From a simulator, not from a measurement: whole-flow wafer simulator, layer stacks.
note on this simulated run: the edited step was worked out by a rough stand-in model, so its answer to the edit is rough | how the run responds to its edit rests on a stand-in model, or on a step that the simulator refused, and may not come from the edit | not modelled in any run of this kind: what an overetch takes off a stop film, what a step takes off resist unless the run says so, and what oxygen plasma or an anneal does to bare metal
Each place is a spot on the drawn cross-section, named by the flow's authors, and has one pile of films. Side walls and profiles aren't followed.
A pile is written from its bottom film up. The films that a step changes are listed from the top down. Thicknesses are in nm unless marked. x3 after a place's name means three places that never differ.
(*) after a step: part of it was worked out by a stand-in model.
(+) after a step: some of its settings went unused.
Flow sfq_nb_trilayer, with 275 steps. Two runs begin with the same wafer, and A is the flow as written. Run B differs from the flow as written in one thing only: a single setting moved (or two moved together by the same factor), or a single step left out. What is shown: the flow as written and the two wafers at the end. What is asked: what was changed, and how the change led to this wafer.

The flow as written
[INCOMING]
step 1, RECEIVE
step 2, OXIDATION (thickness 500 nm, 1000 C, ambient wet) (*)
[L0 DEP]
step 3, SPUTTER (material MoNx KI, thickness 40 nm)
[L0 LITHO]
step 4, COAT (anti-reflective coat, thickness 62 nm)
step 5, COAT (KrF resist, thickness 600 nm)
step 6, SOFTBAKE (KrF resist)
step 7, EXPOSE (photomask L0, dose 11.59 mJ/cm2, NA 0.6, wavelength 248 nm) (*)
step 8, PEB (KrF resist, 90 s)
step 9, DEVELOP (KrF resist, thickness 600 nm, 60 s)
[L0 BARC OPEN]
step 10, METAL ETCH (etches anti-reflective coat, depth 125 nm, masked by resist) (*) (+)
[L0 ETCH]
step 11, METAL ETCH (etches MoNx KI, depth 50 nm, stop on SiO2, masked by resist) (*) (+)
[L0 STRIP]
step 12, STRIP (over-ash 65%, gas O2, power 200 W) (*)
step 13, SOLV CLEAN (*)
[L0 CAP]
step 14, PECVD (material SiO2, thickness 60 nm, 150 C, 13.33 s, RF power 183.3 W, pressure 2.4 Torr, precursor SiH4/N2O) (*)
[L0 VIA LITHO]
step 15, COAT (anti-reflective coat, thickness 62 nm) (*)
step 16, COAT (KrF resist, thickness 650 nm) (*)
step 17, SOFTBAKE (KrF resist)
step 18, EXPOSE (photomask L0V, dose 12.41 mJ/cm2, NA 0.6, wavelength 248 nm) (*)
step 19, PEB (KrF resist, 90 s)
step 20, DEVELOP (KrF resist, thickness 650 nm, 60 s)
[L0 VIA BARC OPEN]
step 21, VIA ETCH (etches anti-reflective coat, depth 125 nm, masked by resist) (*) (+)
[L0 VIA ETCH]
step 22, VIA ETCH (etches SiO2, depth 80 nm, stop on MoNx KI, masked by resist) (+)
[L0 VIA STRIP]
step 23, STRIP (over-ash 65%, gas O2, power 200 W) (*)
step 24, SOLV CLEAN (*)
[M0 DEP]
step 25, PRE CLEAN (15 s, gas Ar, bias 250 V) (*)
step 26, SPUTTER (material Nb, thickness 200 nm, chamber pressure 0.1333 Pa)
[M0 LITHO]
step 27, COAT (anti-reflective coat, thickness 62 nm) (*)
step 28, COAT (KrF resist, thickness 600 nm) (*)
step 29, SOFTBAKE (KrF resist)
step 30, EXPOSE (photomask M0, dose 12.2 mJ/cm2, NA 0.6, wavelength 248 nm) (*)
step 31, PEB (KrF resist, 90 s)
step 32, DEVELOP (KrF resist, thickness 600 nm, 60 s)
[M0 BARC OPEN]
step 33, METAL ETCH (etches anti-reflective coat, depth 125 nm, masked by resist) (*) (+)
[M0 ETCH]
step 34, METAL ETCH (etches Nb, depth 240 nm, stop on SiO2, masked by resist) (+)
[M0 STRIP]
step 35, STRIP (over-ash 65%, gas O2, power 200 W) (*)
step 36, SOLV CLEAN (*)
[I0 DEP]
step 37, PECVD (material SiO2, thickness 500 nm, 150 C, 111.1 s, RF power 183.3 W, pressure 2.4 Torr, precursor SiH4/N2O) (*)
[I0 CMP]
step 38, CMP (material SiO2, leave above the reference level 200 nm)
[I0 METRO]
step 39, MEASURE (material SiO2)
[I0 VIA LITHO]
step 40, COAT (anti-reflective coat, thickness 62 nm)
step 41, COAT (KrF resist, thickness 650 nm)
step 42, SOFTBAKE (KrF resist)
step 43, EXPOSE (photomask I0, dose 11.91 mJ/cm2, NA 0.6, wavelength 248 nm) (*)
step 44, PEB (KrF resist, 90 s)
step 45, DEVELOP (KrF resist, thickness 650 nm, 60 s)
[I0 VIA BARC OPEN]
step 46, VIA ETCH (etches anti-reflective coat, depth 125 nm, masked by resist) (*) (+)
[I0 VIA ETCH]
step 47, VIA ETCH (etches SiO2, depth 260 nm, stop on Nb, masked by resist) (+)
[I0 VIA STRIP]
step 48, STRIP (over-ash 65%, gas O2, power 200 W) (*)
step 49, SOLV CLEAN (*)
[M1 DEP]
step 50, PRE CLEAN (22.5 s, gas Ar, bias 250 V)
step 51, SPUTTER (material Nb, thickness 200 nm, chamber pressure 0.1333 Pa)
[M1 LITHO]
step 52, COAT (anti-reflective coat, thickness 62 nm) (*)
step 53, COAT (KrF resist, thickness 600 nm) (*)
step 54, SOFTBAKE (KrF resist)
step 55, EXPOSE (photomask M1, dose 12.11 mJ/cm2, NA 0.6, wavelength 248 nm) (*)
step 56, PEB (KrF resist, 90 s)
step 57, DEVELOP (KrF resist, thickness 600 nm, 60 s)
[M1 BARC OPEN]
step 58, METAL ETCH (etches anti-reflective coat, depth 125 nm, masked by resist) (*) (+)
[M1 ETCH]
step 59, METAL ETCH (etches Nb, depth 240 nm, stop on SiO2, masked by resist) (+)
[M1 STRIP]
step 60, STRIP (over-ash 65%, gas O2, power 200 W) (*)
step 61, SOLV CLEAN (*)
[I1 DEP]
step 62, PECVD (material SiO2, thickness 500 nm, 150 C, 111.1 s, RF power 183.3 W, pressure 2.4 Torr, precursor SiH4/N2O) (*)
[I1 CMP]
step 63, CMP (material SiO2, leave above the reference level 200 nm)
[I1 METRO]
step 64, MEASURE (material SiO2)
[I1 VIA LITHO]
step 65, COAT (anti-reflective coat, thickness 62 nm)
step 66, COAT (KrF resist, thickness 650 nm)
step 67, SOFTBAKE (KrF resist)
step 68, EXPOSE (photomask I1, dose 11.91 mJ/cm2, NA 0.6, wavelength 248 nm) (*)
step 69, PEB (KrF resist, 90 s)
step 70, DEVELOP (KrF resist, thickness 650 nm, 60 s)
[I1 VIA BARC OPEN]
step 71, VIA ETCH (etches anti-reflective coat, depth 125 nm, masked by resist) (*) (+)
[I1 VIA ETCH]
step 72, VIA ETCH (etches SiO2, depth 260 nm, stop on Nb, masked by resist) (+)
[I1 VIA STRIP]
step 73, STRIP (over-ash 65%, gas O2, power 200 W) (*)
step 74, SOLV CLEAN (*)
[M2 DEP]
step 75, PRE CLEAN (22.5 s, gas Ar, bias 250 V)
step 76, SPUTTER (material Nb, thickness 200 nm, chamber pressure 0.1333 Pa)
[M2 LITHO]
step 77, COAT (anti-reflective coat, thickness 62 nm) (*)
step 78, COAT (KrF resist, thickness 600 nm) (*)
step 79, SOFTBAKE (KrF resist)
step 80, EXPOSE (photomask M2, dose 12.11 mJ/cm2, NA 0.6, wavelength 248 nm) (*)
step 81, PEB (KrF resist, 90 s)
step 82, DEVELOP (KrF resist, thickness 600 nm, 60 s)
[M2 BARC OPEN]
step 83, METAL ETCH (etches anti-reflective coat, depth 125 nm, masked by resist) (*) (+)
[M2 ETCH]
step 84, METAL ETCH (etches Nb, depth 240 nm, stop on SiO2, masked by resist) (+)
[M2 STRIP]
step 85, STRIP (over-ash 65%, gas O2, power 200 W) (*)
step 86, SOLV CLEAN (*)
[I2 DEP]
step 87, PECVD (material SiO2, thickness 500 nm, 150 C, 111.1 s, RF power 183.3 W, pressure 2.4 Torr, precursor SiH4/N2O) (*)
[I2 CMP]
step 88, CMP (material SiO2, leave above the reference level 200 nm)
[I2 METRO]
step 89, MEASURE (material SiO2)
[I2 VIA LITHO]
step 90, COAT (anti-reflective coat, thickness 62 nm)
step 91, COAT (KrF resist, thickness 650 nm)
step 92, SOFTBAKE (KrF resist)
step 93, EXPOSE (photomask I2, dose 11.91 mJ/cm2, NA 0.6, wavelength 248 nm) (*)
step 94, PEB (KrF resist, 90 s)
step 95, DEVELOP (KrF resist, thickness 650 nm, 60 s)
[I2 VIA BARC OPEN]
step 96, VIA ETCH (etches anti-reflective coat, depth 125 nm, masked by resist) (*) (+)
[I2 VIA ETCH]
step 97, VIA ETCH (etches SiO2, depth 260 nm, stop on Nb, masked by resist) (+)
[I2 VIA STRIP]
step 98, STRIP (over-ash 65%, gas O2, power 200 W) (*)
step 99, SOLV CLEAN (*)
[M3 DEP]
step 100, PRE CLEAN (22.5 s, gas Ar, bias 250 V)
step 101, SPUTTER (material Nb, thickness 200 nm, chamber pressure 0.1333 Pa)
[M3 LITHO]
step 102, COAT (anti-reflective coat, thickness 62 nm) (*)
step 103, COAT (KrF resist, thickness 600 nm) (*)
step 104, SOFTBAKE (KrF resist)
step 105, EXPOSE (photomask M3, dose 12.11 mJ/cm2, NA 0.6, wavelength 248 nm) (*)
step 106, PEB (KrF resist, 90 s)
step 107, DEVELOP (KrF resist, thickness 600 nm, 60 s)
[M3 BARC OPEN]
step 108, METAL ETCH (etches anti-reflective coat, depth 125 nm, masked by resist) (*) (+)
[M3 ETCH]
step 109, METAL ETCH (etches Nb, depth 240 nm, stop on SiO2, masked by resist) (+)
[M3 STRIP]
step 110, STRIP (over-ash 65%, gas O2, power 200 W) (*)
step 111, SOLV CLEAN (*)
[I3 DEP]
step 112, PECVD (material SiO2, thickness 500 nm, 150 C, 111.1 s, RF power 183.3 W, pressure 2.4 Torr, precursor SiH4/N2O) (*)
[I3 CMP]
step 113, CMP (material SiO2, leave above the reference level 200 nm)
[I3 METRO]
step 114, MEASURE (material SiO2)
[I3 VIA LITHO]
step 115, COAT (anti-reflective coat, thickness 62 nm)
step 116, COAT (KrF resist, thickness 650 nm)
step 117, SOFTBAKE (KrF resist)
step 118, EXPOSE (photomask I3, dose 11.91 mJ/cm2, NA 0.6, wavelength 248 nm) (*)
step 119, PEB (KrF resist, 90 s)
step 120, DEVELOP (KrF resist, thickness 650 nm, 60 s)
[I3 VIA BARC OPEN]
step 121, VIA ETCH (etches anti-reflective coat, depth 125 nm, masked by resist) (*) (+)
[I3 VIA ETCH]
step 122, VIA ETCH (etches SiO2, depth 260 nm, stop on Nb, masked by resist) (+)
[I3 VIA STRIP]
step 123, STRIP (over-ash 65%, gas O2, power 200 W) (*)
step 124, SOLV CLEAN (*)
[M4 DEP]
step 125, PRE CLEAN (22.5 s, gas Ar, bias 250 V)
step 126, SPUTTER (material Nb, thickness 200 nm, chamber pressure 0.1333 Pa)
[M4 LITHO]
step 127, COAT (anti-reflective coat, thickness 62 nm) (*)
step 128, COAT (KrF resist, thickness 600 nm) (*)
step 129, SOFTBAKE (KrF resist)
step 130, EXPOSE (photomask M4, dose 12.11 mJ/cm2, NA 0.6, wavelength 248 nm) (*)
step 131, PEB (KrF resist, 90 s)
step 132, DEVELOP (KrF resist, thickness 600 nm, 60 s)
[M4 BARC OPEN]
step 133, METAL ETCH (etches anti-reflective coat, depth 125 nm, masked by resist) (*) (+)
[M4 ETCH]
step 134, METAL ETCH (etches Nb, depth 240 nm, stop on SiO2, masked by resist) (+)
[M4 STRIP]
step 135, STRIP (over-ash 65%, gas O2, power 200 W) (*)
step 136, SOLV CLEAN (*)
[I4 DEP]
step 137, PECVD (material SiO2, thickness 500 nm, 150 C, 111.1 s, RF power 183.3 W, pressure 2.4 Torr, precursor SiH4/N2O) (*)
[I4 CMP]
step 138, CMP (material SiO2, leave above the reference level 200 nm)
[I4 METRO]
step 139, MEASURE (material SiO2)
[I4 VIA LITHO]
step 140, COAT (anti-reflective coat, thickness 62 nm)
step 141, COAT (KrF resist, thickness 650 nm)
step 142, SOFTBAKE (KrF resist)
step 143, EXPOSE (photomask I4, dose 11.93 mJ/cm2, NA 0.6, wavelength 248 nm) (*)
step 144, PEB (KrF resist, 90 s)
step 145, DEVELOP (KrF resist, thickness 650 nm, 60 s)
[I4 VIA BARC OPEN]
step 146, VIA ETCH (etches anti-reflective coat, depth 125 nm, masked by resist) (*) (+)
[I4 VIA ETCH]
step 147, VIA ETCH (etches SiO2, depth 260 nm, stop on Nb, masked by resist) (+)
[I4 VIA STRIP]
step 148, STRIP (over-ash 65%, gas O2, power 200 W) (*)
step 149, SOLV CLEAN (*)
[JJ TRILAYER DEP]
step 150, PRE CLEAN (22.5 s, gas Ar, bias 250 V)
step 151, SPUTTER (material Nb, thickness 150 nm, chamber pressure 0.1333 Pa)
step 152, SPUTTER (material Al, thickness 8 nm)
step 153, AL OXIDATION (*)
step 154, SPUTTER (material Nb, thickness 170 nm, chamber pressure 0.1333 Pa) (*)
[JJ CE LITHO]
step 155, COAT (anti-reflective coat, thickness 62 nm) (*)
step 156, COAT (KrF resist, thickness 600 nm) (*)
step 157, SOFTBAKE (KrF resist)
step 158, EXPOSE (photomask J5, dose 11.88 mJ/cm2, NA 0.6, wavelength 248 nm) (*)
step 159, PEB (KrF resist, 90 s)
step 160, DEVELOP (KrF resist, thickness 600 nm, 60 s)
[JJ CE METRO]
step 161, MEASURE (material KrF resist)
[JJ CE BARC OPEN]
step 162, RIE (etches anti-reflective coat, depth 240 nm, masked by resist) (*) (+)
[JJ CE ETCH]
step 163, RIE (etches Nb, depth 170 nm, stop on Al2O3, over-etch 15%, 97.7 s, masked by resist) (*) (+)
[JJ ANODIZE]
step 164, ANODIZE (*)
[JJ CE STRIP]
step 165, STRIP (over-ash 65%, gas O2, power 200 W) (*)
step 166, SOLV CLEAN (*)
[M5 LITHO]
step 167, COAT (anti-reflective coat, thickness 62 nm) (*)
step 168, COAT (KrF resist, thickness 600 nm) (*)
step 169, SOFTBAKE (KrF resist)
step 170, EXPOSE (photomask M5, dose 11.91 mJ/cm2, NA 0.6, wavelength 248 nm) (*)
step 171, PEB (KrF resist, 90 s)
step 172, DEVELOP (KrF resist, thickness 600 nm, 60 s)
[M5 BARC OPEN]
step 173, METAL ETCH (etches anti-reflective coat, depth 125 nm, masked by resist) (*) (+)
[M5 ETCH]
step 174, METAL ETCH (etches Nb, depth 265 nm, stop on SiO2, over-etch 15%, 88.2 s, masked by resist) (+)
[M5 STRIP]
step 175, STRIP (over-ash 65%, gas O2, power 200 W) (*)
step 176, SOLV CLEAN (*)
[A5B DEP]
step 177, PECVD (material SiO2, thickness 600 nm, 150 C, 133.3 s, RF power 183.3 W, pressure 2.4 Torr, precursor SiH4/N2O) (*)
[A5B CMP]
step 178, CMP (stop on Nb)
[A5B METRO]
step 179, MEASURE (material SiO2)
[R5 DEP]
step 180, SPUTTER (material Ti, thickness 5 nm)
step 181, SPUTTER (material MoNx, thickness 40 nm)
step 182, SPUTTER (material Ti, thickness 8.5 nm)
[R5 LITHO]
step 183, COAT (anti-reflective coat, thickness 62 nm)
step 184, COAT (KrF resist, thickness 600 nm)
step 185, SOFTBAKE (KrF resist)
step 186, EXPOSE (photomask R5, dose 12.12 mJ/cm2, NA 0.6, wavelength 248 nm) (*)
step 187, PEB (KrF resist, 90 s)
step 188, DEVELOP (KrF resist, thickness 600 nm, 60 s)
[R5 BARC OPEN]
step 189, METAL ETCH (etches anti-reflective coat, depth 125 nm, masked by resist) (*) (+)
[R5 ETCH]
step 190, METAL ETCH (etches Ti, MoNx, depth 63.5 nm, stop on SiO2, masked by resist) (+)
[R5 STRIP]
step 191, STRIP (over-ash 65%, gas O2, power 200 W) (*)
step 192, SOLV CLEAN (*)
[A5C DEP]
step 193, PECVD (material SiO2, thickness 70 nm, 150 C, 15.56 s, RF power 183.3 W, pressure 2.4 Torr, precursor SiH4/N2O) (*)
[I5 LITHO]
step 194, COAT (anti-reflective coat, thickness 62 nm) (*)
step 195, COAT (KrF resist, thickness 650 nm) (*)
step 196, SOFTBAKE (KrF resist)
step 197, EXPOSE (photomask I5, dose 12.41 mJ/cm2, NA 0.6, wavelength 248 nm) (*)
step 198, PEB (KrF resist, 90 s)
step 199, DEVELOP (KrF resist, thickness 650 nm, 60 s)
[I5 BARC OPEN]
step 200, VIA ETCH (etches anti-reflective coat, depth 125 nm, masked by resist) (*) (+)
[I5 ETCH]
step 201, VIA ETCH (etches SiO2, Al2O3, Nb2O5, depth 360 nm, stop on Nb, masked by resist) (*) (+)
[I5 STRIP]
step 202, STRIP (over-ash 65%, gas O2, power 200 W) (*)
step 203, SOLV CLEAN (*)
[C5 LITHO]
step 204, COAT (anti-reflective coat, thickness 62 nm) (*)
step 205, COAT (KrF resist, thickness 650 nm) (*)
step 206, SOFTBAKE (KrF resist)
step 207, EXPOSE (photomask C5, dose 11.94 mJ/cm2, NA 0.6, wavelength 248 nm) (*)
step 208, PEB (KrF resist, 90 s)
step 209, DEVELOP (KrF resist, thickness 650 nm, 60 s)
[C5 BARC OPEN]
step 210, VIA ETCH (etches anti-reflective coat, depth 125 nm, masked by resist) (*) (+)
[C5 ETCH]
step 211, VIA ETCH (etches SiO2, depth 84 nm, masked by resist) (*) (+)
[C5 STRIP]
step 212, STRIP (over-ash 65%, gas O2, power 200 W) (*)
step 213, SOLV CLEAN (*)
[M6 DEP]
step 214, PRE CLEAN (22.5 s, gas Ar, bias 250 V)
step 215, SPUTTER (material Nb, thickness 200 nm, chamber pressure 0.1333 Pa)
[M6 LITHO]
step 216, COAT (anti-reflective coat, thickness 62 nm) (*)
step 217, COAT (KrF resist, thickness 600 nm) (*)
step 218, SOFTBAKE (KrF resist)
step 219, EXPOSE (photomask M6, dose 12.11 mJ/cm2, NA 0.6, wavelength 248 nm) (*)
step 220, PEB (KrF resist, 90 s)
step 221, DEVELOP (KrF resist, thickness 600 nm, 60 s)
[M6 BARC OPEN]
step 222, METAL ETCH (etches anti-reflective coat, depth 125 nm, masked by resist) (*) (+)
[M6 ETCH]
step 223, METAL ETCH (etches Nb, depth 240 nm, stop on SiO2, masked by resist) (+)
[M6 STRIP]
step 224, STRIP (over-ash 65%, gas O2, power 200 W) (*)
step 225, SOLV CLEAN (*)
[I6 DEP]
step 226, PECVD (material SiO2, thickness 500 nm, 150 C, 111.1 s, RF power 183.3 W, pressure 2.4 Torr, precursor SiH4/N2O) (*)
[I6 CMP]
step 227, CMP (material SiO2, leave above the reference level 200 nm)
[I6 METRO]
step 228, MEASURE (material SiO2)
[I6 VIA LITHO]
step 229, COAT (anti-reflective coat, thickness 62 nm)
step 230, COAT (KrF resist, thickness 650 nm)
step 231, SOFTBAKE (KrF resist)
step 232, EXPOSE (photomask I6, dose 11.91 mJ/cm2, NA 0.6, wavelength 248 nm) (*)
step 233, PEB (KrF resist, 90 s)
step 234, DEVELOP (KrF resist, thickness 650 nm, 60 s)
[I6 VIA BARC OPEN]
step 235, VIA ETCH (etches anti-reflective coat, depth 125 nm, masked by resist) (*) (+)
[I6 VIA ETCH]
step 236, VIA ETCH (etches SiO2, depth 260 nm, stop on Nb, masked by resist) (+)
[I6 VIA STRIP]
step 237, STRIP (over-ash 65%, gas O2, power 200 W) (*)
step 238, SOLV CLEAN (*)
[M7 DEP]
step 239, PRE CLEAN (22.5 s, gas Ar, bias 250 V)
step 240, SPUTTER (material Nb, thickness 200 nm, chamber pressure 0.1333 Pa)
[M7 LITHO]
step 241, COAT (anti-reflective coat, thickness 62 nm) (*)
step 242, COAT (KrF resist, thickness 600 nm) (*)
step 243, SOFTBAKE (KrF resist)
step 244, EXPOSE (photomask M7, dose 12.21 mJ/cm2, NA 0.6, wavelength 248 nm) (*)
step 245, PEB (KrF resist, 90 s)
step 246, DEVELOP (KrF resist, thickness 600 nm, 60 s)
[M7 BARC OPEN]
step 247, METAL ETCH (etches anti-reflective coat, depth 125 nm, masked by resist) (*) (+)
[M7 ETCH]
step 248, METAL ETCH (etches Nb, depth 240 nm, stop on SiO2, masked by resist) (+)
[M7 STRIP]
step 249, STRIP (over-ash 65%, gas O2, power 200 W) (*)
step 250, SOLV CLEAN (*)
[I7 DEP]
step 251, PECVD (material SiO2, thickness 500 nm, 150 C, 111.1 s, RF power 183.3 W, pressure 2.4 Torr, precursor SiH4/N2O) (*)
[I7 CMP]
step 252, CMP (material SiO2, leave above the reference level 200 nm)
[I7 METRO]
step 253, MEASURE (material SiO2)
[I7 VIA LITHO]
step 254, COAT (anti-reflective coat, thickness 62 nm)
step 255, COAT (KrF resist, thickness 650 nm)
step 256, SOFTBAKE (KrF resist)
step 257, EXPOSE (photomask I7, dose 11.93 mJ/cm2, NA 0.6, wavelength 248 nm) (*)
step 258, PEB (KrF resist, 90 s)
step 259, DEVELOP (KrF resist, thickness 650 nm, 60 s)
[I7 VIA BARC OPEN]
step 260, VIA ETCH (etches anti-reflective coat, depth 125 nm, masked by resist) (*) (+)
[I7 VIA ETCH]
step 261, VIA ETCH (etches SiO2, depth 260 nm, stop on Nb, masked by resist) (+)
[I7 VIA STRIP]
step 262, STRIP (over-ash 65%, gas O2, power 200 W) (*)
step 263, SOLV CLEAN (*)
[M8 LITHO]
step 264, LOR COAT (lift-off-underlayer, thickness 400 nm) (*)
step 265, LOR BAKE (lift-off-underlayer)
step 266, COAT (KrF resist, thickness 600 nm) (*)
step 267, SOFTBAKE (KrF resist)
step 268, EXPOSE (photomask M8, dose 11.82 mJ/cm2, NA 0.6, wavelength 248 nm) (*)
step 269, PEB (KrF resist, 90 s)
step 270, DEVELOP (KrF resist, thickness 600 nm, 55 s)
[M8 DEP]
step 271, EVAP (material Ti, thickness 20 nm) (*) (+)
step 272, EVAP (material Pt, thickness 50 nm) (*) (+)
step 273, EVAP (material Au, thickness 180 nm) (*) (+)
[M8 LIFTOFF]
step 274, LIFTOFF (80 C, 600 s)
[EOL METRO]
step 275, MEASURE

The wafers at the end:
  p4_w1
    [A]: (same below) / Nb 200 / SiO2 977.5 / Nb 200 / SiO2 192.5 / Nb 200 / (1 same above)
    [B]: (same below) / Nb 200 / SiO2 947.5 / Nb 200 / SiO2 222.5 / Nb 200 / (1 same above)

The reason: step 87, PECVD: thickness 370 nm was run, whereas the flow has thickness 500 nm; step 87, PECVD: 82.22 s was run, where the flow has 111.1 s.

Step by step, how the change led to this:
  step 87, PECVD (material SiO2, thickness 500 nm, 150 C, 111.1 s, RF power 183.3 W, pressure 2.4 Torr, precursor SiH4/N2O) (*)
      field_l, be, be_sur and 81 more: A SiO2 gains 500 | B SiO2 gains 370
      v_sur, via_wl, via_w and 18 more: A SiO2 gains 500 (new film) | B SiO2 gains 370 (new film)
      (as well as at 1 more place)
  step 88, CMP (material SiO2, leave above the reference level 200 nm)
      field_l, be, be_sur and 81 more: A SiO2 loses 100 | B nothing
      v_sur, via_wl, via_w and 18 more: A SiO2 loses 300 | B SiO2 loses 170
      (as well as at 1 more place)
  step 90, COAT (anti-reflective coat, thickness 62 nm)
      m0r_space_l, m0r_space_r, m6r_space_l, m6r_space_r, m7r_space_l, m7r_space_r: A anti-reflective coat gains 62 (new film) | B anti-reflective coat gains 66.2 (new film)
      via_wl, via_wr, via_sp: A anti-reflective coat gains 62 (new film) | B anti-reflective coat gains 59.7 (new film)
      (as well as at 36 more places)
  step 96, VIA ETCH (etches anti-reflective coat, depth 125 nm, masked by resist) (*) (+)
      field_l, v_sur, via_wl and 102 more: A KrF resist loses 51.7 | B KrF resist loses 49.7
      via_w: A anti-reflective coat loses 62 (all of it), SiO2 loses 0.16 | B anti-reflective coat loses 59.6 (all of it), SiO2 loses 0.15
  step 98, STRIP (over-ash 65%, gas O2, power 200 W) (*)
      m0r_space_l, m0r_space_r, m6r_space_l, m6r_space_r, m7r_space_l, m7r_space_r: A KrF resist loses 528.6 (all of it), anti-reflective coat loses 62 (all of it) | B KrF resist loses 533.7 (all of it), anti-reflective coat loses 66.2 (all of it)
      m5r_space_l, m5r_space_r: A KrF resist loses 528.6 (all of it), anti-reflective coat loses 62 (all of it) | B KrF resist loses 533.6 (all of it), anti-reflective coat loses 64.5 (all of it)
      (as well as at 36 more places)
  step 102, COAT (anti-reflective coat, thickness 62 nm) (*)
      m0r_space_r, r5r_line_c, m6r_space_r, m7r_space_r: A anti-reflective coat gains 62 (new film) | B anti-reflective coat gains 65.6 (new film)
      wl_f_m6, wl_f_sr, wl_g_sl: A anti-reflective coat gains 62 (new film) | B anti-reflective coat gains 63.7 (new film)
      (as well as at 36 more places)
  step 103, COAT (KrF resist, thickness 600 nm) (*)
      via_wl: A KrF resist gains 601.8 (new film) | B KrF resist gains 588.2 (new film)
  step 108, METAL ETCH (etches anti-reflective coat, depth 125 nm, masked by resist) (*) (+)
      m0r_space_r, r5r_line_c, m6r_space_r, m7r_space_r: A anti-reflective coat loses 62 (all of it) | B anti-reflective coat loses 65.6 (all of it)
      wl_f_m6, wl_f_sr, wl_g_sl: A anti-reflective coat loses 62 (all of it) | B anti-reflective coat loses 63.7 (all of it)
      (as well as at 25 more places)
  step 110, STRIP (over-ash 65%, gas O2, power 200 W) (*)
      v_sur: A KrF resist loses 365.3 (all of it), anti-reflective coat loses 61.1 (all of it) | B KrF resist loses 354.8 (all of it), anti-reflective coat loses 54.5 (all of it)
      via_wl: A KrF resist loses 384.2 (all of it), anti-reflective coat loses 34.2 (all of it) | B KrF resist loses 369.9 (all of it), anti-reflective coat loses 33.4 (all of it)
      (as well as at 9 more places)
  step 113, CMP (material SiO2, leave above the reference level 200 nm)
      field_l, be, be_sur and 64 more: A SiO2 loses 100 | B SiO2 loses 70
      p4_w1, p4_w2, p4_w3 and 6 more: A SiO2 loses 300 | B SiO2 loses 270
      (as well as at 8 more places)
